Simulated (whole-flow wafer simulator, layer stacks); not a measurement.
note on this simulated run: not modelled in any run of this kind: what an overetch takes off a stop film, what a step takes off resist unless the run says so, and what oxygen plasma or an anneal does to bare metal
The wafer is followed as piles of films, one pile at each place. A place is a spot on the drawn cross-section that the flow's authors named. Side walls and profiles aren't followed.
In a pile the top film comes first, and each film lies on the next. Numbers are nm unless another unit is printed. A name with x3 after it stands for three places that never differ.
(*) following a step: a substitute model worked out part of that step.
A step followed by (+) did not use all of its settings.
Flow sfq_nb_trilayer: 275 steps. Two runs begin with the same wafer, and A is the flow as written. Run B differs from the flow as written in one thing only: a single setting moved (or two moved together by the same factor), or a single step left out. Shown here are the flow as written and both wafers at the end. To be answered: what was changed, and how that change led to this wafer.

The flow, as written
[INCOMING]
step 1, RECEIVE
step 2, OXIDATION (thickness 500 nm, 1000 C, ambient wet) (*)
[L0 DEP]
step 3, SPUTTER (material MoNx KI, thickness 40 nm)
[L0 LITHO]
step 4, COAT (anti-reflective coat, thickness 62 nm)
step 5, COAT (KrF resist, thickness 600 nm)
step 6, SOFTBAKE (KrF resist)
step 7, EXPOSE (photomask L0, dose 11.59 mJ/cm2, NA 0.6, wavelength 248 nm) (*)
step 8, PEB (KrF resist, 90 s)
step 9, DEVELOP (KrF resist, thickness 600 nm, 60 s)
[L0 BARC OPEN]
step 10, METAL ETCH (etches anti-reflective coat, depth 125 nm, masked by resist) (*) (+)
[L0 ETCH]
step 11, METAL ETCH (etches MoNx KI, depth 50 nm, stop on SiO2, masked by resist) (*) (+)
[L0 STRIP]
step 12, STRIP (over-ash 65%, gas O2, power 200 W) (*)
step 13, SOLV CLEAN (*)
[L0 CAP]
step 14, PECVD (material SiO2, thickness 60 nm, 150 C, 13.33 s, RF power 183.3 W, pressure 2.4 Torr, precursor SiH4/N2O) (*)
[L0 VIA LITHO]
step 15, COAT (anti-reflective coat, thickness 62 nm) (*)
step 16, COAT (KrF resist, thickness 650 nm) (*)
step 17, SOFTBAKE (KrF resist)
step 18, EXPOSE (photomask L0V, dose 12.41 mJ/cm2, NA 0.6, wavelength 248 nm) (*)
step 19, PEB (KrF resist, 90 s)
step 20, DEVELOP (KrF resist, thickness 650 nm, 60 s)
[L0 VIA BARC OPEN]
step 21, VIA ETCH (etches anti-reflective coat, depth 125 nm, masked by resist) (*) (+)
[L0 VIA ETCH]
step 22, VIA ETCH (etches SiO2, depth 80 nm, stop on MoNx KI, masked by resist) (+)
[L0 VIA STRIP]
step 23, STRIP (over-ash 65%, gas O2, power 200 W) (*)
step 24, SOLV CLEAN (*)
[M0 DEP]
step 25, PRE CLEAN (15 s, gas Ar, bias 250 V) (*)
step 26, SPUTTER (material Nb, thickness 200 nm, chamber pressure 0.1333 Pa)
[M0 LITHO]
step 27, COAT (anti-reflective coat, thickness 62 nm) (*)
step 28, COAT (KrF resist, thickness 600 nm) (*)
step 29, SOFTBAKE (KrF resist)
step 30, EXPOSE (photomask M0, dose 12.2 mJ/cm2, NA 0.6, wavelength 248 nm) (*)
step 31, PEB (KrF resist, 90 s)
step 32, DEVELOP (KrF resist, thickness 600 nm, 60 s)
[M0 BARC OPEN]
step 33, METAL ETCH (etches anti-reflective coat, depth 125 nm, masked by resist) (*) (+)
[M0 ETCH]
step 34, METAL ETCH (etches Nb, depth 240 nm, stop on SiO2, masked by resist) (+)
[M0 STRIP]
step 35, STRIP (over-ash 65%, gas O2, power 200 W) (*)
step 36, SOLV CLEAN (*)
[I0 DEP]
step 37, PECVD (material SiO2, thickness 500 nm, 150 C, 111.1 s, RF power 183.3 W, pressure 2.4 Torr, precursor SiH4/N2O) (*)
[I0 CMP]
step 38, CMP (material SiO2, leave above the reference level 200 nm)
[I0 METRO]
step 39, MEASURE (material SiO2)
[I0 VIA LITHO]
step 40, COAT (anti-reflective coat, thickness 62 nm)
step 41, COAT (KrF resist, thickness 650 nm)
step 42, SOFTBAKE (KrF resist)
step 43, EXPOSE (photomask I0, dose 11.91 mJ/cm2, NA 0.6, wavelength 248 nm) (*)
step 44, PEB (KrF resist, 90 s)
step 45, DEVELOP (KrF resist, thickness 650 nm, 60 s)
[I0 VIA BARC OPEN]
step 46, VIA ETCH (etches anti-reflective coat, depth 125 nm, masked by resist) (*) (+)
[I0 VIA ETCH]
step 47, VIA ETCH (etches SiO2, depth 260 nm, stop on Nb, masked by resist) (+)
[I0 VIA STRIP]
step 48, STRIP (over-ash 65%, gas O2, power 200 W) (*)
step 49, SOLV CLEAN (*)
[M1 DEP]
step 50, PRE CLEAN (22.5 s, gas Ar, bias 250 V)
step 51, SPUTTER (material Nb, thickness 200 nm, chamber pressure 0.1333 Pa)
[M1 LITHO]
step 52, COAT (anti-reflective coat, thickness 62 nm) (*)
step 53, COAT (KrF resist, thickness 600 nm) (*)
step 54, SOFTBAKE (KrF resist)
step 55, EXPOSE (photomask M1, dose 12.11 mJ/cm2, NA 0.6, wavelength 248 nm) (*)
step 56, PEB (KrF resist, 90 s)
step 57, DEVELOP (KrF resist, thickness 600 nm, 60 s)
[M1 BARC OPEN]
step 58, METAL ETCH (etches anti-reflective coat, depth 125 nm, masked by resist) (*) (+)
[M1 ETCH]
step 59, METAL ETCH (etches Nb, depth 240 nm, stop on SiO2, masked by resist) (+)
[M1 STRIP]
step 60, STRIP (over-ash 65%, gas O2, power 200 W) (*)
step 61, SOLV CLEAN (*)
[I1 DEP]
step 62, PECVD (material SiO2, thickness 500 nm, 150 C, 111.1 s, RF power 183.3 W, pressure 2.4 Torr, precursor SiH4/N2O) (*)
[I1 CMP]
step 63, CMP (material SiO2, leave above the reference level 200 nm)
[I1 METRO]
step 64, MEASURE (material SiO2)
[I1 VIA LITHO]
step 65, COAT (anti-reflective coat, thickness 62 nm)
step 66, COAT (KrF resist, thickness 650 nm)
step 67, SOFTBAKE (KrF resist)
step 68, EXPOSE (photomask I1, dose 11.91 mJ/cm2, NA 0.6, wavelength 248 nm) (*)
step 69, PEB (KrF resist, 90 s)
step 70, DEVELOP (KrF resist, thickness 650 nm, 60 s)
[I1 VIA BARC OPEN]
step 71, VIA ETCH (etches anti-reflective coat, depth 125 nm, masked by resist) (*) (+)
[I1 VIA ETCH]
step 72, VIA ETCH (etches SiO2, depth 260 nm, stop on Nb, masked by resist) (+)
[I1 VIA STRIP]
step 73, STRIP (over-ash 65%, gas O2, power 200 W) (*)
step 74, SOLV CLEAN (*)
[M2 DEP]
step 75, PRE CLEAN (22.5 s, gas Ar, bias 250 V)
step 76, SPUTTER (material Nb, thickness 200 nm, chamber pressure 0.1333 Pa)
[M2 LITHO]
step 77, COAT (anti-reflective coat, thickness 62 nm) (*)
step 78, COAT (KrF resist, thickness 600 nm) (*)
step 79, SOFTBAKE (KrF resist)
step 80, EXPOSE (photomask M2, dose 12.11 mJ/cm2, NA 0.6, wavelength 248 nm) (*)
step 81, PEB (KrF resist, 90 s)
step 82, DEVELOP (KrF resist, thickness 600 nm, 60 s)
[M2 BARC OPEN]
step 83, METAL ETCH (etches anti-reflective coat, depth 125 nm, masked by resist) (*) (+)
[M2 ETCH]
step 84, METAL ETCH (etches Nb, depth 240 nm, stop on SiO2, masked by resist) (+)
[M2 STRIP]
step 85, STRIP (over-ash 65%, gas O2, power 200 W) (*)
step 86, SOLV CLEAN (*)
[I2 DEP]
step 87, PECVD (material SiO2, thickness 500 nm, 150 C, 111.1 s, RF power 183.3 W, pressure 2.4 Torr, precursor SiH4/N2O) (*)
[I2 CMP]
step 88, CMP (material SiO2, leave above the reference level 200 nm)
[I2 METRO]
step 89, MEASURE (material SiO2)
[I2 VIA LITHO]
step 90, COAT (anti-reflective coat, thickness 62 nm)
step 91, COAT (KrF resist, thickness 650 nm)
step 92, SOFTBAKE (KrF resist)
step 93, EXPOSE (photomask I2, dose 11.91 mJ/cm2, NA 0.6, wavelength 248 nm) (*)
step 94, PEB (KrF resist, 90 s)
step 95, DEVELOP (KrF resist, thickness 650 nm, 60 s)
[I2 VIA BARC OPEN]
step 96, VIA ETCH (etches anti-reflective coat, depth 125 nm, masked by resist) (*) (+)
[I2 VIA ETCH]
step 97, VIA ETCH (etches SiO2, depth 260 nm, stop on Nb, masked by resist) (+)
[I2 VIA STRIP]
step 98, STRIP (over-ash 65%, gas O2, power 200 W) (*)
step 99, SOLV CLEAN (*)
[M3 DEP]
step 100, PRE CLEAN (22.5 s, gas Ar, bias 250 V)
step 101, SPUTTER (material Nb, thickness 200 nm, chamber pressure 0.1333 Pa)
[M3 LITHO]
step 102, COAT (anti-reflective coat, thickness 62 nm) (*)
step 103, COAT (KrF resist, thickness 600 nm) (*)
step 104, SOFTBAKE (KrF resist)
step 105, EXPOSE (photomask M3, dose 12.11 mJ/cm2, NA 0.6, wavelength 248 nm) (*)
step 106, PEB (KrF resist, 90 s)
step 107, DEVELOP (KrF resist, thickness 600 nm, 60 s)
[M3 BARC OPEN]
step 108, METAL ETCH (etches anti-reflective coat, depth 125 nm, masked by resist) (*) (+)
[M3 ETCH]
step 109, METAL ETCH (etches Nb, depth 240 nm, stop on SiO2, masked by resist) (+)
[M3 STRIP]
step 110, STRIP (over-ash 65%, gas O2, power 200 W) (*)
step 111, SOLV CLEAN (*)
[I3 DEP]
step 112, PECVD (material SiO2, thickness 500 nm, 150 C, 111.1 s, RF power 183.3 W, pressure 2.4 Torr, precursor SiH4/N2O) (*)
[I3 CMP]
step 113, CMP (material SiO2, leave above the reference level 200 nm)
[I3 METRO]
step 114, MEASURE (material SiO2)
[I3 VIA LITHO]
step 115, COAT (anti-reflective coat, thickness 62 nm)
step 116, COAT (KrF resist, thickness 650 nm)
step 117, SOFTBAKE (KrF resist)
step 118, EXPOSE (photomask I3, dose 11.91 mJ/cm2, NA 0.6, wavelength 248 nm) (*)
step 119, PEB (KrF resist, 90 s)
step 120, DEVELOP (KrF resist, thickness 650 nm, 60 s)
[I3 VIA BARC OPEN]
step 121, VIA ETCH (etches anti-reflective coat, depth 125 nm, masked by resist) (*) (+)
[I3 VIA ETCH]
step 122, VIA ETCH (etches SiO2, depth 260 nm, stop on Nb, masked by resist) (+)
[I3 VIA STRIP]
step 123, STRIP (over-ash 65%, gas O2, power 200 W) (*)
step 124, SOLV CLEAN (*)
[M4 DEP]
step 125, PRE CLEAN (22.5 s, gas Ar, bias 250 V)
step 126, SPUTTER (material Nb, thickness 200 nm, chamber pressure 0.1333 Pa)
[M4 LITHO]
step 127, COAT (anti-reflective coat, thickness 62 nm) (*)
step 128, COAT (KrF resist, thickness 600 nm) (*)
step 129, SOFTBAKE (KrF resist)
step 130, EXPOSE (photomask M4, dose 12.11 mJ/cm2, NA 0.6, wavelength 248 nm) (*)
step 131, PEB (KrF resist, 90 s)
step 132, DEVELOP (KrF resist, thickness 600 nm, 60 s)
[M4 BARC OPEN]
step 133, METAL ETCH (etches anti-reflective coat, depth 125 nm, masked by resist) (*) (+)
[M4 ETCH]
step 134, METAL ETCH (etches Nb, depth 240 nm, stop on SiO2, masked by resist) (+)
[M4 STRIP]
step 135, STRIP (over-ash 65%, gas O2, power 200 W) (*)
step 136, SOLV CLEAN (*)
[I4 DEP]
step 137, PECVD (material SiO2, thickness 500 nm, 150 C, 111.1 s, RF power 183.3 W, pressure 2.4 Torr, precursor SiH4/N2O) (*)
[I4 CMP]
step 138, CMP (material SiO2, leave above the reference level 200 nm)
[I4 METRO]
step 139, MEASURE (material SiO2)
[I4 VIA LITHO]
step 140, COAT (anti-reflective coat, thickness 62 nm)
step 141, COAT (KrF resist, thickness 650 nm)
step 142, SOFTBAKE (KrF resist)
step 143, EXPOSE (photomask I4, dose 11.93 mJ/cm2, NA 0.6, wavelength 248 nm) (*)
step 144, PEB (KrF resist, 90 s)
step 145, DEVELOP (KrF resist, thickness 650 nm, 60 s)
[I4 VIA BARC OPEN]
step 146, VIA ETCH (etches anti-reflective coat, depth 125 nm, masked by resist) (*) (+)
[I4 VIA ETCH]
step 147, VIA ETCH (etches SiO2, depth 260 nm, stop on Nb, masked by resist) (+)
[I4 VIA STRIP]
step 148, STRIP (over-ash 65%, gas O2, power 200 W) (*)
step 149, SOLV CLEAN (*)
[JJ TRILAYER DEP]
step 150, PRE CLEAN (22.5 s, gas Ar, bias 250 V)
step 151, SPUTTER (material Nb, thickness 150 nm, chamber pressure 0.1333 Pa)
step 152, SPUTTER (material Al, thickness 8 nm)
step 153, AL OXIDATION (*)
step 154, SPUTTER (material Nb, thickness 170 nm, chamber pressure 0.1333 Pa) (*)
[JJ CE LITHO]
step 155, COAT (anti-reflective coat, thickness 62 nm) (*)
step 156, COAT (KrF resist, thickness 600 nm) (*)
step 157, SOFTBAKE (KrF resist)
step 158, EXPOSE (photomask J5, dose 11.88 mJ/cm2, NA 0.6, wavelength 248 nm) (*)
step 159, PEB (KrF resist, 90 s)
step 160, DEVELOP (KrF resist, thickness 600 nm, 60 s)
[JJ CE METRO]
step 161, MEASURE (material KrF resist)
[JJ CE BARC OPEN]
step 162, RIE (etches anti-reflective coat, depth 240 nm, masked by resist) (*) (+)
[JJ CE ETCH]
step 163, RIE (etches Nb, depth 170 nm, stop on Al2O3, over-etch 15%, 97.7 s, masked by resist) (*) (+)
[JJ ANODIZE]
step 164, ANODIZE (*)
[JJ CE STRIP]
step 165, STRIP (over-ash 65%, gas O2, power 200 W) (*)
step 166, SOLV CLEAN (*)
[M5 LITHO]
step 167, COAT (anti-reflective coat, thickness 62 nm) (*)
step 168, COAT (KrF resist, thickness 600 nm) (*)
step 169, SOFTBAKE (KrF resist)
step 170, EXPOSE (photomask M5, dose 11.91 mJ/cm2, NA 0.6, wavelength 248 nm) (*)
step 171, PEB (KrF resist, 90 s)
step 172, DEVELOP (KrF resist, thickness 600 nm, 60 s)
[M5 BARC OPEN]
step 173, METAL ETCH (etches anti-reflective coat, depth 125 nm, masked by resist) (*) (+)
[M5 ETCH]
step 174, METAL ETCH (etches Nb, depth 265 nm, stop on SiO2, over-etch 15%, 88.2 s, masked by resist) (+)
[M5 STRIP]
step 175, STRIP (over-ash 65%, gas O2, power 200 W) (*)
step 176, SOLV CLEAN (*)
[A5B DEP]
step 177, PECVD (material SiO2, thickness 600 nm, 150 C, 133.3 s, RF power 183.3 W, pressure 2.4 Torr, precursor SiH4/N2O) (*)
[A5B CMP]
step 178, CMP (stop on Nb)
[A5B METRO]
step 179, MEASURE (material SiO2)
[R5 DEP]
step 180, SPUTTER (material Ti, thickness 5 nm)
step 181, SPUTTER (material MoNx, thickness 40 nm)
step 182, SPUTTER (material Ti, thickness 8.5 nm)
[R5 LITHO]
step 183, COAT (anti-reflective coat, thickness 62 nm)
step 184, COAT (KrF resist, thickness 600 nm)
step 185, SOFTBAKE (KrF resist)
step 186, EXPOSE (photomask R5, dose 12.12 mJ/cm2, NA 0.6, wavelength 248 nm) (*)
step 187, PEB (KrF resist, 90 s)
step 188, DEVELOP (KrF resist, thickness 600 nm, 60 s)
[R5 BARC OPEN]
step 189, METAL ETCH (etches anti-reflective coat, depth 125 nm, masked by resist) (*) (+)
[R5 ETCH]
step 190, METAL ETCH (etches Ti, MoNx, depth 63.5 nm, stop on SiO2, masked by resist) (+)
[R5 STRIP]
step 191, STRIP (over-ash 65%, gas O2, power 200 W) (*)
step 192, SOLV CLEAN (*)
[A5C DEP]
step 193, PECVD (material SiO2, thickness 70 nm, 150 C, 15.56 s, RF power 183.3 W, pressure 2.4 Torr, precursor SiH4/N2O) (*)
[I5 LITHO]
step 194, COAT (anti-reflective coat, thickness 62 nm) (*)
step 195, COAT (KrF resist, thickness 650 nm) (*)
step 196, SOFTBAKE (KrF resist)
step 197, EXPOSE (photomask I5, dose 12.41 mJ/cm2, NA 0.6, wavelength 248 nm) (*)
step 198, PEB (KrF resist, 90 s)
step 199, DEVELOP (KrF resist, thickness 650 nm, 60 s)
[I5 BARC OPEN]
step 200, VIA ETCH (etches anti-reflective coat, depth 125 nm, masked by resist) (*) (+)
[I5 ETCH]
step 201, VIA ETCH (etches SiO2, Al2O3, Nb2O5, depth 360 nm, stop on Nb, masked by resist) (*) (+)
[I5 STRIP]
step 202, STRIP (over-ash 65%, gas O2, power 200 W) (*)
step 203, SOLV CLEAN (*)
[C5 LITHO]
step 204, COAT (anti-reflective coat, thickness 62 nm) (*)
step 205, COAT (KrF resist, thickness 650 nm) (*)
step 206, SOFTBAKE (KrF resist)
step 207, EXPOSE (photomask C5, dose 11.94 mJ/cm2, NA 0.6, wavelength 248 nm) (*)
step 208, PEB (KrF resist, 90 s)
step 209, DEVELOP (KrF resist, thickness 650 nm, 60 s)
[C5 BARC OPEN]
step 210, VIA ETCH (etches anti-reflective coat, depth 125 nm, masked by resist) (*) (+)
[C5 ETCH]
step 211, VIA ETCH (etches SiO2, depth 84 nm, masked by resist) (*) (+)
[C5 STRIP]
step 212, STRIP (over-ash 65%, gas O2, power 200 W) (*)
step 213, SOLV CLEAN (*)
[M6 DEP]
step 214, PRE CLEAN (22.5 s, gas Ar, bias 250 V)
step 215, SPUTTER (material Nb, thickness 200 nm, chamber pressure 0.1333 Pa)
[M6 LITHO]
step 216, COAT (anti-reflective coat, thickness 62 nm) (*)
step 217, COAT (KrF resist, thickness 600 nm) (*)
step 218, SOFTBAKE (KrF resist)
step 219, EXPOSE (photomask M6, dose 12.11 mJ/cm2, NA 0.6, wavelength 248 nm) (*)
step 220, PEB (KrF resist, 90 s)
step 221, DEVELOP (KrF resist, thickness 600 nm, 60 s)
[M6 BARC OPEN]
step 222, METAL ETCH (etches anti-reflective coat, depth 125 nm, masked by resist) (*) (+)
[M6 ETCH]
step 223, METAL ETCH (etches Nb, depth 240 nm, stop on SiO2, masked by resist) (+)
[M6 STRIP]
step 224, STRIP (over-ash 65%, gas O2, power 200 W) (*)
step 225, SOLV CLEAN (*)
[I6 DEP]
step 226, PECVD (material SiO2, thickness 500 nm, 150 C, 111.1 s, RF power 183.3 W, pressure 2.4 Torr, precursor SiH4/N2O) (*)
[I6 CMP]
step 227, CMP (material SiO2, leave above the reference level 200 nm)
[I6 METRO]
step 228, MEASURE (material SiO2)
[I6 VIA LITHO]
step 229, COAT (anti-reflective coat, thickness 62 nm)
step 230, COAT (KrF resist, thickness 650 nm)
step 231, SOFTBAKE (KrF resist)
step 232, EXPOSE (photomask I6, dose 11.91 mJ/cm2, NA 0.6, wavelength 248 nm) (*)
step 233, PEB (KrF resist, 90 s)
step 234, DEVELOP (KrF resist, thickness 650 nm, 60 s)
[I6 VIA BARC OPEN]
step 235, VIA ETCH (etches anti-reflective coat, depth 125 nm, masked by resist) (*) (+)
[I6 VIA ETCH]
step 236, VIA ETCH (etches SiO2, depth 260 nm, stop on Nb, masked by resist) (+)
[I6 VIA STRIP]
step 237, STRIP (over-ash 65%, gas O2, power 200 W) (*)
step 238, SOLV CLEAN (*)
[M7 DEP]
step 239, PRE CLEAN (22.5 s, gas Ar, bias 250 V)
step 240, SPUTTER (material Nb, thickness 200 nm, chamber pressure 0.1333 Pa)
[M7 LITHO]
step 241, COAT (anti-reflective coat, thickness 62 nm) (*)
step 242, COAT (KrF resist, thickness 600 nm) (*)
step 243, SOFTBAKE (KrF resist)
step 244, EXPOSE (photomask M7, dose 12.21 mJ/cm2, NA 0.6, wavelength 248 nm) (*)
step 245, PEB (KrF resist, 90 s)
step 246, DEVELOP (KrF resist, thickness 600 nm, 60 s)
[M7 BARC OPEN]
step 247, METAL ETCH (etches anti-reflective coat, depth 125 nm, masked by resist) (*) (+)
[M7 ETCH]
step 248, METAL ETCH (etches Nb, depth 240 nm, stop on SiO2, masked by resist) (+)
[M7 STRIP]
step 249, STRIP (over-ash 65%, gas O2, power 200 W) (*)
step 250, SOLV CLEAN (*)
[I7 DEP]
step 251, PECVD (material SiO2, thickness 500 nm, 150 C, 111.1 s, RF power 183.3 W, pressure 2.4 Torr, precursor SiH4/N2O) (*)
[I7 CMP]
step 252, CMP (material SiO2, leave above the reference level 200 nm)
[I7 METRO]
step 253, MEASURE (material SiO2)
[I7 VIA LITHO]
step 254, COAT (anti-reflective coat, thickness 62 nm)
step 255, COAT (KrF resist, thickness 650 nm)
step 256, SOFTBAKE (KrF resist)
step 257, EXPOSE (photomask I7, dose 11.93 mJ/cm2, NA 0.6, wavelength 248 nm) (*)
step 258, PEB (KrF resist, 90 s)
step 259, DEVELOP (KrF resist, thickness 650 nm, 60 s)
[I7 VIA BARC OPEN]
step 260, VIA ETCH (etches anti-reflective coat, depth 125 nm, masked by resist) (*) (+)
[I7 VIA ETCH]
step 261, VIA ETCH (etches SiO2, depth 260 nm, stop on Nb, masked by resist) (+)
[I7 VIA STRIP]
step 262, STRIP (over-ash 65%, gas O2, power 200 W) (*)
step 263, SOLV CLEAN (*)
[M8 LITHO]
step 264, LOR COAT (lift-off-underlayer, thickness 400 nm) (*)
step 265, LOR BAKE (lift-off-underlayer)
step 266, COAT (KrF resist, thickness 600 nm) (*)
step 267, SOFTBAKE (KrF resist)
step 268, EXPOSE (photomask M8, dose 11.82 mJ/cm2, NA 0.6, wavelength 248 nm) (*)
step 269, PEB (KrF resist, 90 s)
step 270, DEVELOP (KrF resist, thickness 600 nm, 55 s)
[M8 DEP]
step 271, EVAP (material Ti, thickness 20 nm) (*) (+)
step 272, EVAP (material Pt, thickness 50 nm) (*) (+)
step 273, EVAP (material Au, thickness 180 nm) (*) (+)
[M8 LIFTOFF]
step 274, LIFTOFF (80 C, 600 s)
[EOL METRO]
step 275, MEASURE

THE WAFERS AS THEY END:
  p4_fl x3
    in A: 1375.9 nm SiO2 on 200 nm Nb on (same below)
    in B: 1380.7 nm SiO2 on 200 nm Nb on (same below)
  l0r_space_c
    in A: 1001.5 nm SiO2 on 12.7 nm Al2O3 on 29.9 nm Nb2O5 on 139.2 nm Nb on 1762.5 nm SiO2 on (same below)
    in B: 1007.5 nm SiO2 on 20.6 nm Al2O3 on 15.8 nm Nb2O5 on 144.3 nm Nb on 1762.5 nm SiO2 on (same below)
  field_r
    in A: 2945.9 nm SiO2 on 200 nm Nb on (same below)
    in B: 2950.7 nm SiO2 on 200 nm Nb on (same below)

Cause: step 152, SPUTTER: thickness 12.8 nm was run, though the flow has thickness 8 nm.

Step by step, how the change led to this:
  step 152, SPUTTER (material Al, thickness 8 nm)
      field_l, v_sur, via_sp and 100 more: A +8 Al (new film) | B +12.8 Al (new film)
      via_wl, via_wr: A +5.14 Al (new film) | B +8.22 Al (new film)
      (also at 1 further place)
  step 155, COAT (anti-reflective coat, thickness 62 nm) (*)
      via_wl, via_wr: A +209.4 anti-reflective coat (new film) | B +214.2 anti-reflective coat (new film)
  step 162, RIE (etches anti-reflective coat, depth 240 nm, masked by resist) (*) (+)
      ce_l, c5j, ce_r, wl_jj: A -209.4 KrF resist | B -214.2 KrF resist
      via_wl, via_wr: A -209.4 anti-reflective coat (all of it) | B -214.2 anti-reflective coat (all of it)
  step 164, ANODIZE (*)
      field_l, v_sur, via_sp and 96 more: A +12.2 Al2O3, +29.9 Nb2O5 (new film), -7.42 Al (all of it), -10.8 Nb | B +20.2 Al2O3, +15.8 Nb2O5 (new film), -12.2 Al (all of it), -5.68 Nb
      via_wl, via_wr: A +7.52 Al2O3 (new film), +39.2 Nb2O5 (new film), -4.56 Al (all of it), -14.1 Nb | B +12.6 Al2O3 (new film), +30.1 Nb2O5 (new film), -7.64 Al (all of it), -10.8 Nb
      (also at 1 further place)
  step 167, COAT (anti-reflective coat, thickness 62 nm) (*)
      ce_l: A +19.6 anti-reflective coat (new film) | B +18.2 anti-reflective coat (new film)
      c5j: A +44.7 anti-reflective coat (new film) | B +43.7 anti-reflective coat (new film)
      (also at 1 further place)
  step 174, METAL ETCH (etches Nb, depth 265 nm, stop on SiO2, over-etch 15%, 88.2 s, masked by resist) (+)
      field_l, r_sur, res and 50 more: A -12.6 Al2O3 (all of it), -29.9 Nb2O5 (all of it), -139.2 Nb (all of it), -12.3 SiO2 | B -20.5 Al2O3 (all of it), -15.8 Nb2O5 (all of it), -144.3 Nb (all of it), -12.4 SiO2
  step 175, STRIP (over-ash 65%, gas O2, power 200 W) (*)
      ce_l: A -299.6 KrF resist (all of it), -19.6 anti-reflective coat (all of it) | B -296.6 KrF resist (all of it), -18.2 anti-reflective coat (all of it)
      c5j: A -279 KrF resist (all of it), -44.7 anti-reflective coat (all of it) | B -275.7 KrF resist (all of it), -43.7 anti-reflective coat (all of it)
      (also at 1 further place)
  step 178, CMP (stop on Nb)
      via_wl, via_wr: A -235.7 SiO2 | B -230.1 SiO2
      via_w: A -235.2 SiO2 | B -229.4 SiO2
  step 201, VIA ETCH (etches SiO2, Al2O3, Nb2O5, depth 360 nm, stop on Nb, masked by resist) (*) (+)
      be: A -216.4 SiO2 (all of it), -12.7 Al2O3 (all of it), -29.9 Nb2O5 (all of it) | B -222.3 SiO2 (all of it), -20.6 Al2O3 (all of it), -15.8 Nb2O5 (all of it)
